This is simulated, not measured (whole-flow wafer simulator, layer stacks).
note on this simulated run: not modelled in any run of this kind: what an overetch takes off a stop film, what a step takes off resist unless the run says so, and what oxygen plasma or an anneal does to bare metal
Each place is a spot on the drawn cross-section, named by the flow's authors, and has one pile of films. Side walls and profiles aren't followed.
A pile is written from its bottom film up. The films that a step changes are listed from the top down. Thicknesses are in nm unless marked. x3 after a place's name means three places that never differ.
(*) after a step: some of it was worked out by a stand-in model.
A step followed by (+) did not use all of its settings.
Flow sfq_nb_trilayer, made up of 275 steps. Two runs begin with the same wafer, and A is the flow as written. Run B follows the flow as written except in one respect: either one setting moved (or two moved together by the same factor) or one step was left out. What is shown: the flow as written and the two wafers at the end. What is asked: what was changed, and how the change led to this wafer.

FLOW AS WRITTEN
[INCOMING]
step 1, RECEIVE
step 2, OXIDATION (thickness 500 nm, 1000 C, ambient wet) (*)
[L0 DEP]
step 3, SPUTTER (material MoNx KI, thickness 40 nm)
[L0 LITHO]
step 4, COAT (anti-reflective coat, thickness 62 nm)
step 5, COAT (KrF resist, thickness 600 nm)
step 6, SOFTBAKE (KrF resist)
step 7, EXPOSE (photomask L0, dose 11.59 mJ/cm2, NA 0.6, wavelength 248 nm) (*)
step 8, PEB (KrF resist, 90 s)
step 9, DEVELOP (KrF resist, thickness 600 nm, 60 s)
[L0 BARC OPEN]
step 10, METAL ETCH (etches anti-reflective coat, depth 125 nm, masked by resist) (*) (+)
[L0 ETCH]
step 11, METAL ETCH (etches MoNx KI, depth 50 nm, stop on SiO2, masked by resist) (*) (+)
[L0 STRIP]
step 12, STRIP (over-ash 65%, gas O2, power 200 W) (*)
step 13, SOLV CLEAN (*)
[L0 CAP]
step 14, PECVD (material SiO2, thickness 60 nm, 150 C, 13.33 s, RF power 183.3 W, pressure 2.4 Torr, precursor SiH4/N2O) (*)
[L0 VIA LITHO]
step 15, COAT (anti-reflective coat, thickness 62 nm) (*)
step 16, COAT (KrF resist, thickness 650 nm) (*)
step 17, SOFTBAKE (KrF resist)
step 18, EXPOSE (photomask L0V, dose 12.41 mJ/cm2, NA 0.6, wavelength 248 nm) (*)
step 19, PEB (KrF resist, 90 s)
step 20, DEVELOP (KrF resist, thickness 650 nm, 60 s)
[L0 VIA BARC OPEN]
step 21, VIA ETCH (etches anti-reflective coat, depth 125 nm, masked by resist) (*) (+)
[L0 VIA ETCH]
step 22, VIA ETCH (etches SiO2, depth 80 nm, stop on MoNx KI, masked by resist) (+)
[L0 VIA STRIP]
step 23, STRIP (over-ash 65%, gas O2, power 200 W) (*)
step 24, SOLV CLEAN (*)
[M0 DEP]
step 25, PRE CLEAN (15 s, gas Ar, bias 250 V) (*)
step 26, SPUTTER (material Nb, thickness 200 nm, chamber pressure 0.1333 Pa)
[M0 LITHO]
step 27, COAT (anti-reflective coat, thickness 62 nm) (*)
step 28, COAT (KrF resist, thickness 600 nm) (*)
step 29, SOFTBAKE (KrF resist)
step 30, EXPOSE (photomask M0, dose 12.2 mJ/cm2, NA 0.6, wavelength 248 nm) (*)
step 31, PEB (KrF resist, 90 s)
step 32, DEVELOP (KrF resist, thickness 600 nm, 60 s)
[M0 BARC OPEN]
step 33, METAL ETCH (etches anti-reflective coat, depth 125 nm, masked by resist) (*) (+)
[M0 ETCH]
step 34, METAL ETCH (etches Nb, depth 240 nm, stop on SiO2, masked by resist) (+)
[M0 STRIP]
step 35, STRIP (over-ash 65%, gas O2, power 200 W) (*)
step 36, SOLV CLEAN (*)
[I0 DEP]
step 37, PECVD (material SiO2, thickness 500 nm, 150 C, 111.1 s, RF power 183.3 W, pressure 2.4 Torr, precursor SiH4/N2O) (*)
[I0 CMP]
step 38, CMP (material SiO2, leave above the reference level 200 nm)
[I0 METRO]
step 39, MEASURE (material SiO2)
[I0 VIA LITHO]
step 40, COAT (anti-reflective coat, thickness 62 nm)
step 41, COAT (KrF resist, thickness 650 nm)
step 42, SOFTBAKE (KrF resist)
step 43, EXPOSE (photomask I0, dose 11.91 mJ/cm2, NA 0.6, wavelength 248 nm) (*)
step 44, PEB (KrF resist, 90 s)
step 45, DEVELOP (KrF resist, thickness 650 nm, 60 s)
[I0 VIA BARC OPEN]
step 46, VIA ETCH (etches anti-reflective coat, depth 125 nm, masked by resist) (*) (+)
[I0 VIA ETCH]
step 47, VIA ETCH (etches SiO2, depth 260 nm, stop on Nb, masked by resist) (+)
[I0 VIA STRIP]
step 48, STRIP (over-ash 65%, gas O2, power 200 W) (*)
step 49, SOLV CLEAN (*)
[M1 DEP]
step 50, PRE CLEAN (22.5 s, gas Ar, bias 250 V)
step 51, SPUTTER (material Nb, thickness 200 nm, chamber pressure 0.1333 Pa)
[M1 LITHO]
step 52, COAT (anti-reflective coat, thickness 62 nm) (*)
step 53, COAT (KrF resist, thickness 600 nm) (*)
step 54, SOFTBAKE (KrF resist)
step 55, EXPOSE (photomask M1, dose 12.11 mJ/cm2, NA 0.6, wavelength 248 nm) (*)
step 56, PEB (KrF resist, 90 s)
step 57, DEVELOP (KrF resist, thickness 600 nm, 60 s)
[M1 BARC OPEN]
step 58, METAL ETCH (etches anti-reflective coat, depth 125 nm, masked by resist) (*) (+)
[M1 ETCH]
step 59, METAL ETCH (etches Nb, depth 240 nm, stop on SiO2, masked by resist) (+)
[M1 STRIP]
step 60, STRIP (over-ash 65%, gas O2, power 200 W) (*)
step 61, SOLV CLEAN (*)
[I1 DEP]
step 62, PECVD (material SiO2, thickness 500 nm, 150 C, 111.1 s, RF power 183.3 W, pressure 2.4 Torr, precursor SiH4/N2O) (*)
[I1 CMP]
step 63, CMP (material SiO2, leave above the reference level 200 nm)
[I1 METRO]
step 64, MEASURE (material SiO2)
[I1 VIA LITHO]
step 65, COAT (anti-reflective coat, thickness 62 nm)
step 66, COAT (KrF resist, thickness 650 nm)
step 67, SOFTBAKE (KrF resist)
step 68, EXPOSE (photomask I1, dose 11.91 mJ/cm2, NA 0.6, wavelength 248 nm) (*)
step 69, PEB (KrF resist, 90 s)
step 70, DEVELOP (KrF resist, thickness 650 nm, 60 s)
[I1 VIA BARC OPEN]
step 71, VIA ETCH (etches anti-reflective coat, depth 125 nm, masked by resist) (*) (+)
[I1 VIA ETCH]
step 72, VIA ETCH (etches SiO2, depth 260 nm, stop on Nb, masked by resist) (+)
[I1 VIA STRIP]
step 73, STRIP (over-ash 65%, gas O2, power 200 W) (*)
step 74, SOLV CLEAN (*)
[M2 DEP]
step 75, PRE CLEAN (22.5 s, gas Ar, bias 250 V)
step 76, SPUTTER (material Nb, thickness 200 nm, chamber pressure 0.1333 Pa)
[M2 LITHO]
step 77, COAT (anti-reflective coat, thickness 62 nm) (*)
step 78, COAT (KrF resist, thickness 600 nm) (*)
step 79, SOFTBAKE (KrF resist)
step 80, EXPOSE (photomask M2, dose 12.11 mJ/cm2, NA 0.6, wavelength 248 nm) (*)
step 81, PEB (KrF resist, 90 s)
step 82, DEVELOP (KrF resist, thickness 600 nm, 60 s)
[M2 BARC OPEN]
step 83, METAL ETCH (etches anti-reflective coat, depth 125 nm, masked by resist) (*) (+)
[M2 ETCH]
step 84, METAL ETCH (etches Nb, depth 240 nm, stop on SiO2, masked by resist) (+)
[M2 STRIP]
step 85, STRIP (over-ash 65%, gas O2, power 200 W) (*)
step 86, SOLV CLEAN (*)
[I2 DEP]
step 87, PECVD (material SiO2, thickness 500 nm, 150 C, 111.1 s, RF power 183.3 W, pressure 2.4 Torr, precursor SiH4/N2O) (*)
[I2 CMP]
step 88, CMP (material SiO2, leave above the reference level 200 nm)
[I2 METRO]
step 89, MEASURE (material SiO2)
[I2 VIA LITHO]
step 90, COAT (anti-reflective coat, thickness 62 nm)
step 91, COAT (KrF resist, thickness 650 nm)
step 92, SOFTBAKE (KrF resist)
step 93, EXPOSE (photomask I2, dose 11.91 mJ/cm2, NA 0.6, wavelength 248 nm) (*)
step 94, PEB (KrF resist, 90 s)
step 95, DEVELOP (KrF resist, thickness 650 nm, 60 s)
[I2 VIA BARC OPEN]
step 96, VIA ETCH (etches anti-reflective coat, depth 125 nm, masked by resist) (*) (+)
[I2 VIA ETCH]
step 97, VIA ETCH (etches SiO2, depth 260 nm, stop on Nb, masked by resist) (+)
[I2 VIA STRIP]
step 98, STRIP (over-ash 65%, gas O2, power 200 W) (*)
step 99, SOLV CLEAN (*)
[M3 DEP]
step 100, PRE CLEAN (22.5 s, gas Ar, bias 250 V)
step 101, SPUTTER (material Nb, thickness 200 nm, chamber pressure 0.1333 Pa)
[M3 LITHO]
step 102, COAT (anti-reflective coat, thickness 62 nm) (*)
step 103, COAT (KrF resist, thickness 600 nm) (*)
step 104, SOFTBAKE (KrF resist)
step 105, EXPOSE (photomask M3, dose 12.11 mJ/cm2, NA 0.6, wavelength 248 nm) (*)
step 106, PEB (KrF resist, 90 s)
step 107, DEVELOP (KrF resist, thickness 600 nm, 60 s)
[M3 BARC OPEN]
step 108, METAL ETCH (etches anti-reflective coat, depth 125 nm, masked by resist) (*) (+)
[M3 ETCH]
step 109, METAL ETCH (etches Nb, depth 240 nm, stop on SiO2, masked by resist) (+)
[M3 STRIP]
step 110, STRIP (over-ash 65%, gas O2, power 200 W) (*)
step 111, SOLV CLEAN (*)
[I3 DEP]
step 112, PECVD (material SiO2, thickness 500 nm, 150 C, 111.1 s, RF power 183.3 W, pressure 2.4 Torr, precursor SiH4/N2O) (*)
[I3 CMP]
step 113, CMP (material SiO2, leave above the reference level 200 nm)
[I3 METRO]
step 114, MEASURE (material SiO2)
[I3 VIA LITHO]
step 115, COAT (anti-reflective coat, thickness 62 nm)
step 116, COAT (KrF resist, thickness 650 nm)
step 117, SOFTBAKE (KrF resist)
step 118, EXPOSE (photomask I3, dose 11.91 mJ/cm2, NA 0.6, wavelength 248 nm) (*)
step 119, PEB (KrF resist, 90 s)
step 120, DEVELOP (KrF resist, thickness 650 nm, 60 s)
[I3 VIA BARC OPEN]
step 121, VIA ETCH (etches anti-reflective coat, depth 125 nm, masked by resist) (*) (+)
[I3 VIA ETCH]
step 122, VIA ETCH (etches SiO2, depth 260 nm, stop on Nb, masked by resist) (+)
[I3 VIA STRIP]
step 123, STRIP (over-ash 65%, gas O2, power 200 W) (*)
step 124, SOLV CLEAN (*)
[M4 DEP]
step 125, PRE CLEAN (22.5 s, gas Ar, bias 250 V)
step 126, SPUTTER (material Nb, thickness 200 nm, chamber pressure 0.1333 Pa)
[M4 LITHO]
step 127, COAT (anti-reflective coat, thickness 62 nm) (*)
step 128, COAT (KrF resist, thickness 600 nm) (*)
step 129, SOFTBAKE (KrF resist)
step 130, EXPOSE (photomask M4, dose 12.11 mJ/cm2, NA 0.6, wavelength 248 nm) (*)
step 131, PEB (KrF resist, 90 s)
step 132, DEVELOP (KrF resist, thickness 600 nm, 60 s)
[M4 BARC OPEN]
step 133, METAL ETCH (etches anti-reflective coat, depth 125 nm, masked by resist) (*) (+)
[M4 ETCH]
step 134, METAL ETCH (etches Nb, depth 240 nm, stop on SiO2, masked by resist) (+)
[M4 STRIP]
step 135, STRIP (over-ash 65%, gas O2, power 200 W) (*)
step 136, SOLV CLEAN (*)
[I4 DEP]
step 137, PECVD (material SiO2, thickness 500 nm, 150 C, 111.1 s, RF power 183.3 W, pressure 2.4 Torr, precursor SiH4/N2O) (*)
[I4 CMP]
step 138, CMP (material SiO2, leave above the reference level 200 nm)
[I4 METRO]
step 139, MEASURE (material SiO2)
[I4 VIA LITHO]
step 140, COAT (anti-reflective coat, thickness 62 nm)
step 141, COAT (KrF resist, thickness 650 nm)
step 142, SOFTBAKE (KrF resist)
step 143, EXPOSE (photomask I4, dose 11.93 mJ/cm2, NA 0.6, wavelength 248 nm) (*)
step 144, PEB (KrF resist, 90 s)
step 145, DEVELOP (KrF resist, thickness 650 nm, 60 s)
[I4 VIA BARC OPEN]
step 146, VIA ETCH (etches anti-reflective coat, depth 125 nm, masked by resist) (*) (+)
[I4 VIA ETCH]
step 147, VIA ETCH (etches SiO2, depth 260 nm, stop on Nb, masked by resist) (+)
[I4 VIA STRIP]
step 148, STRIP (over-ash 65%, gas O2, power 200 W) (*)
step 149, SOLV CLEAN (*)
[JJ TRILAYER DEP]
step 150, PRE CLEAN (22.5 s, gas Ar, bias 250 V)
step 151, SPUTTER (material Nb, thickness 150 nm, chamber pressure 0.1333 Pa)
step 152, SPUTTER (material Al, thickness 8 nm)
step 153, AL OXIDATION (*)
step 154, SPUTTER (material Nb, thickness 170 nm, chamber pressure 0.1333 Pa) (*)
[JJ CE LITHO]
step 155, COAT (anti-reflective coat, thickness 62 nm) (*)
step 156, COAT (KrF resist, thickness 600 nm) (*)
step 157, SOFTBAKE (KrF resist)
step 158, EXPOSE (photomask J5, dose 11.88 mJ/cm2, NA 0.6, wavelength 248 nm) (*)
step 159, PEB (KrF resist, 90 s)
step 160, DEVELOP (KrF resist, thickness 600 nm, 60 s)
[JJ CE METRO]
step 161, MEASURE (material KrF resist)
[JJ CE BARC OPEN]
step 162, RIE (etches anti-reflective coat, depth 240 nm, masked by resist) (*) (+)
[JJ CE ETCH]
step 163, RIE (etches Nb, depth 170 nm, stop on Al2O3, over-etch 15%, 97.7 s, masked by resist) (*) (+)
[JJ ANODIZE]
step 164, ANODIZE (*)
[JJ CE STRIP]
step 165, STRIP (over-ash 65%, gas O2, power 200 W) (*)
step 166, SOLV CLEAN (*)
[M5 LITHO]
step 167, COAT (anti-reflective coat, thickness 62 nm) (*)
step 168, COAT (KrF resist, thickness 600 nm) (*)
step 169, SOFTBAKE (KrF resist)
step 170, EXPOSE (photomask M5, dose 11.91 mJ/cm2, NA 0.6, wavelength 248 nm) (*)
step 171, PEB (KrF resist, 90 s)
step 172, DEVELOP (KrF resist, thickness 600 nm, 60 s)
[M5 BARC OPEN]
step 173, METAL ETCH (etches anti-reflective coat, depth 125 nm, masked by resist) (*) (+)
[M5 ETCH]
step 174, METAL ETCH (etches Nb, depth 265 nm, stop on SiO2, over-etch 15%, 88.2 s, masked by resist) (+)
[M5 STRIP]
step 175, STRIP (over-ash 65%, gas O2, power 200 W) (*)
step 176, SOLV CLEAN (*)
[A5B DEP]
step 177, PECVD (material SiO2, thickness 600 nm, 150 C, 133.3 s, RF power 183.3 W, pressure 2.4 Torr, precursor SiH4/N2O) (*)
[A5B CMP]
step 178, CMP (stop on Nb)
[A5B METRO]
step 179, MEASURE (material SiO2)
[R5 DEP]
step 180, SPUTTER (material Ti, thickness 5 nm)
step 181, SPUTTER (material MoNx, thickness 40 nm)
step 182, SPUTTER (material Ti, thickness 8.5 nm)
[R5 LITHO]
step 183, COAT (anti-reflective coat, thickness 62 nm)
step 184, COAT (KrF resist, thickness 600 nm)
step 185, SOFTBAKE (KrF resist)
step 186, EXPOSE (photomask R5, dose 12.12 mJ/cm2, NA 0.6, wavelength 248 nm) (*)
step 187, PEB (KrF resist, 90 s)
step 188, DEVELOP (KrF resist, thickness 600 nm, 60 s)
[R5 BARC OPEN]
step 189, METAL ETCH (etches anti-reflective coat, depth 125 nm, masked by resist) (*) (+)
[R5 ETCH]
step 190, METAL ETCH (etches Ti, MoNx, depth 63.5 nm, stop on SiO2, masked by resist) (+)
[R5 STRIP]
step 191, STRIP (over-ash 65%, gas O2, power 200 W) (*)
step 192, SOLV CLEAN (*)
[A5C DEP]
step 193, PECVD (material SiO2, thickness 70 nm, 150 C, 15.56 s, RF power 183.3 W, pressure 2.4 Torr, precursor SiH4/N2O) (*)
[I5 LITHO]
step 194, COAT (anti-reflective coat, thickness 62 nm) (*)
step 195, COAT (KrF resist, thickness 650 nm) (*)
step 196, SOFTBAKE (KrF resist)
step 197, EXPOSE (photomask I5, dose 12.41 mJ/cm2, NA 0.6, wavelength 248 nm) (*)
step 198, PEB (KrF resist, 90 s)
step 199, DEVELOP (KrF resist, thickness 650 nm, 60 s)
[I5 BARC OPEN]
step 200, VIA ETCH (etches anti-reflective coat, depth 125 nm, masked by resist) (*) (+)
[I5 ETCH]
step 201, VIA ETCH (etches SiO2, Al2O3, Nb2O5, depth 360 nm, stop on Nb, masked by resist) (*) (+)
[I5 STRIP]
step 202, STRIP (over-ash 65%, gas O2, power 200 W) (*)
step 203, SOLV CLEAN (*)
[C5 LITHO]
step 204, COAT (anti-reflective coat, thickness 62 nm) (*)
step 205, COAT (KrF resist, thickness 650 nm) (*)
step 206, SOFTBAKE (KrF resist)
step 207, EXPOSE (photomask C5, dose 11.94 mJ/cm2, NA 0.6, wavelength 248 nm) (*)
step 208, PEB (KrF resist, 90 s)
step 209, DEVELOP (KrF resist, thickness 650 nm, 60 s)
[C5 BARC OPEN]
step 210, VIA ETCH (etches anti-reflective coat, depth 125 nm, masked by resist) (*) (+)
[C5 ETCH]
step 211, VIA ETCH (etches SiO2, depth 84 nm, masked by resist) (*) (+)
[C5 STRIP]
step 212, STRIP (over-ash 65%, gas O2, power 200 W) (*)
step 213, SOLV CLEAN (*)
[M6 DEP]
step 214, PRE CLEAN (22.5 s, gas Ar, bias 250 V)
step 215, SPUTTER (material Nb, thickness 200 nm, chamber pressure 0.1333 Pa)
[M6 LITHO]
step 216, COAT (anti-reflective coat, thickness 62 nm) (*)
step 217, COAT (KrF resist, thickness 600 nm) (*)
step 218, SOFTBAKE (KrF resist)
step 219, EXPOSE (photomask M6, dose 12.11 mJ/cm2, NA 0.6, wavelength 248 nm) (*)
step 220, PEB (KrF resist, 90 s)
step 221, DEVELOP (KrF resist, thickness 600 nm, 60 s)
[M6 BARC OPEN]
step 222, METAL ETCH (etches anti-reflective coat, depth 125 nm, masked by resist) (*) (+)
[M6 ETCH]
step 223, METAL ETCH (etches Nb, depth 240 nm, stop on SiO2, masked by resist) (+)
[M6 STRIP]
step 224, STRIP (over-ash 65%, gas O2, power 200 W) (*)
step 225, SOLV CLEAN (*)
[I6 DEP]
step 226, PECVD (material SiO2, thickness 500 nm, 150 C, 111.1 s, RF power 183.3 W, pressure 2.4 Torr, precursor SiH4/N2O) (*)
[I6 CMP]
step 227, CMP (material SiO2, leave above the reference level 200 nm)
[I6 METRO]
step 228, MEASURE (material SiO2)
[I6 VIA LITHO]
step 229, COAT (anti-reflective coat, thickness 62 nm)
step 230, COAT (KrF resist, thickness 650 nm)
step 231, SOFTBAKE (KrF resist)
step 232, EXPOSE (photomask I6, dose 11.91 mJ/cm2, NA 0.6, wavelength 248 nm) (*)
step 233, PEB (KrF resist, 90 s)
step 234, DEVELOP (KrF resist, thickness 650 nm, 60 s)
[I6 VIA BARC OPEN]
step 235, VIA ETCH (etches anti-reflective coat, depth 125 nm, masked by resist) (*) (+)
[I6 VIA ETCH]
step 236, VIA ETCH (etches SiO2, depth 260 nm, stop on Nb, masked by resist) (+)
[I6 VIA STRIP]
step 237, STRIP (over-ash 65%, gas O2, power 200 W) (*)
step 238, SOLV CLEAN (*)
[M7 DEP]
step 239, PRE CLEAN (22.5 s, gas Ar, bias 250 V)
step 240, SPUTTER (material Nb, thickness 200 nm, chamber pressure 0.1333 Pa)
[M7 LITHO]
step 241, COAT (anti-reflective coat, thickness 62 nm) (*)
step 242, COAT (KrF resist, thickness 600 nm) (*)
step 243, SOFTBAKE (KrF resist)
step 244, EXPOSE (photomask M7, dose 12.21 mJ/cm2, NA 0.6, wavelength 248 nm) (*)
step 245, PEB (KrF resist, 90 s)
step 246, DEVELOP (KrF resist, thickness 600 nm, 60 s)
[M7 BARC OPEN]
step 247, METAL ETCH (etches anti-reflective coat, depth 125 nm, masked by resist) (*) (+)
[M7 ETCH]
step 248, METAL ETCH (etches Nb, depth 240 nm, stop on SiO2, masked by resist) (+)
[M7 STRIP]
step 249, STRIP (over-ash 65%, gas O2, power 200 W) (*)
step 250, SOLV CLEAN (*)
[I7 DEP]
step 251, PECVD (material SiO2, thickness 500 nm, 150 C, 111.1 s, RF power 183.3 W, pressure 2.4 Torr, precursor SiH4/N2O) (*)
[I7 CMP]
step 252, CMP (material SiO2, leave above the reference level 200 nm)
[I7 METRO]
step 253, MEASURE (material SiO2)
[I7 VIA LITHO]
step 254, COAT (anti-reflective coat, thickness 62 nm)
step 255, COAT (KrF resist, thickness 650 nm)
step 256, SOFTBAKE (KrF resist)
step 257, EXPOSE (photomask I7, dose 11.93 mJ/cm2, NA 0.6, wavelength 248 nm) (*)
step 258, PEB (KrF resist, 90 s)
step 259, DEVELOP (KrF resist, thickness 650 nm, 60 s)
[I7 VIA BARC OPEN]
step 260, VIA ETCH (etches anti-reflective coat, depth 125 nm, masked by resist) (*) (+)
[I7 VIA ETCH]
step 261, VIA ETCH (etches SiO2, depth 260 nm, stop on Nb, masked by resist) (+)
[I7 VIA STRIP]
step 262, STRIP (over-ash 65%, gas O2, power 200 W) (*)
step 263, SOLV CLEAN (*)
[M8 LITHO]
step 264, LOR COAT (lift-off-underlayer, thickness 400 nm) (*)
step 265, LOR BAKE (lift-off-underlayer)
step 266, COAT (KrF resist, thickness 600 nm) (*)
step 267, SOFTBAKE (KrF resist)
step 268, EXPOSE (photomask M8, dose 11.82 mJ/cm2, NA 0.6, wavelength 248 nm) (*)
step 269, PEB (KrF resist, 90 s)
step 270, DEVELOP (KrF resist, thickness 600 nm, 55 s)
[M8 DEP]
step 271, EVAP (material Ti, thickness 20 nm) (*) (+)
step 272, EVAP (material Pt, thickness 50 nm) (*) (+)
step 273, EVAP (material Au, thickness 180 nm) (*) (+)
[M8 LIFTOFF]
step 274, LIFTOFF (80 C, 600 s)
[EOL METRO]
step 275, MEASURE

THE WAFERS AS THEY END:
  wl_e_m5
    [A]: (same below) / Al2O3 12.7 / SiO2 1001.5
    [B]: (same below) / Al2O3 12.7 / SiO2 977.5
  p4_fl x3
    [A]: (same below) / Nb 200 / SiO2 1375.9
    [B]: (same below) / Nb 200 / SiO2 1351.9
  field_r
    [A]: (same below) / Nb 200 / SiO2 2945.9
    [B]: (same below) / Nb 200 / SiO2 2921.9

The reason: step 240, SPUTTER: thickness 176 nm was run, whereas the flow has thickness 200 nm.

The path from the change to this, step by step:
  step 240, SPUTTER (material Nb, thickness 200 nm, chamber pressure 0.1333 Pa)
      field_l, v_sur, via_wl and 102 more: A +200 Nb (new film) | B +176 Nb (new film)
      via_v: A +161.1 Nb | B +141.7 Nb
  step 248, METAL ETCH (etches Nb, depth 240 nm, stop on SiO2, masked by resist) (+)
      field_l, field_r, lsp_l and 62 more: A -200 Nb (all of it) | B -176 Nb (all of it)
  step 251, PECVD (material SiO2, thickness 500 nm, 150 C, 111.1 s, RF power 183.3 W, pressure 2.4 Torr, precursor SiH4/N2O) (*)
      m7r_space_l x2: A +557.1 SiO2 | B +533.1 SiO2
  step 252, CMP (material SiO2, leave above the reference level 200 nm)
      field_l, p4_fl x3, p4_w1 x9 and 46 more: A -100 SiO2 | B -124 SiO2
      field_r, lsp_l: A -77.7 SiO2 | B -104.3 SiO2
      (and at 2 other places as well)
